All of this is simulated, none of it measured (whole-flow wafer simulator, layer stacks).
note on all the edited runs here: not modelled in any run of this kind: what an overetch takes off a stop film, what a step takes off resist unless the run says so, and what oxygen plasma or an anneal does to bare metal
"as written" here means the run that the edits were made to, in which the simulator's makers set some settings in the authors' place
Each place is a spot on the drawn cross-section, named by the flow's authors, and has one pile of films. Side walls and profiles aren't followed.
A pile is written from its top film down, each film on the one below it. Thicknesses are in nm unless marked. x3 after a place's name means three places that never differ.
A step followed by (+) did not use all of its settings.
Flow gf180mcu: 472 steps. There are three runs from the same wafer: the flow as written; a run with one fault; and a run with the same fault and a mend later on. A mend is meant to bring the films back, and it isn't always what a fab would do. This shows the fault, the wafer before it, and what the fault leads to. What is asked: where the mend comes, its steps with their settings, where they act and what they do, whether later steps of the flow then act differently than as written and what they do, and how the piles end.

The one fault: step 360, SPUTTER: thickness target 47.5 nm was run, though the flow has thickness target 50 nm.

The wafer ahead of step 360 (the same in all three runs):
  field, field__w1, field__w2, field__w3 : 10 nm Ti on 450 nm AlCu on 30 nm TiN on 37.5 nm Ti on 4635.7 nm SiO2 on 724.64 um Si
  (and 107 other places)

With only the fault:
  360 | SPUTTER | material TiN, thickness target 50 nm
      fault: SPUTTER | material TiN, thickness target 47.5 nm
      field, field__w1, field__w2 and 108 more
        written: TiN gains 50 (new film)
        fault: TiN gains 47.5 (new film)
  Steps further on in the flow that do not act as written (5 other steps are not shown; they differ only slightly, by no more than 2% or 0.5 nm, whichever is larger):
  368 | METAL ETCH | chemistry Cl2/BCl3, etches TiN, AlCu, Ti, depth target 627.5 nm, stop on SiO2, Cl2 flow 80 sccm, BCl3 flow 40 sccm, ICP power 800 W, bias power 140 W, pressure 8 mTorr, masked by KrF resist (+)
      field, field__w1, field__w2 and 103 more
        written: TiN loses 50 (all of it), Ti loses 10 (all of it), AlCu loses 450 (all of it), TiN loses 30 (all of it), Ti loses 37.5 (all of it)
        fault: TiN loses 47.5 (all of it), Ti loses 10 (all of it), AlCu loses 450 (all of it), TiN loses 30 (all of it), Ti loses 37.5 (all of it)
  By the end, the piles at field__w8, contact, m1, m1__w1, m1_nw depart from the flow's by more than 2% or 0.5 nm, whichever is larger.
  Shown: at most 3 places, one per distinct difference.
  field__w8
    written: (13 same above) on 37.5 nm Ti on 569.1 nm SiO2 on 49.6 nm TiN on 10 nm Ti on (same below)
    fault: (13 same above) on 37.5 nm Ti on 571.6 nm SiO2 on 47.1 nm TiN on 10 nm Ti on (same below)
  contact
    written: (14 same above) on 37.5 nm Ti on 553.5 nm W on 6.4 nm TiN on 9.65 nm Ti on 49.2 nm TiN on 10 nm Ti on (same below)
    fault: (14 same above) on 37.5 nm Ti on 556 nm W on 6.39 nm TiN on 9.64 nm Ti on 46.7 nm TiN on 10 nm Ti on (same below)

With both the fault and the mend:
  After step 360 comes the mend.
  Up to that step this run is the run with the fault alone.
  360a | SPUTTER | material TiN, thickness target 2.5 nm (the flow's step 360, run once more with other settings)
      field, field__w1, field__w2 and 108 more
        TiN gains 2.5
  Later steps of the flow that are run all act as written at every place that is followed.
  The piles end the same as the flow's at every place that both follow.
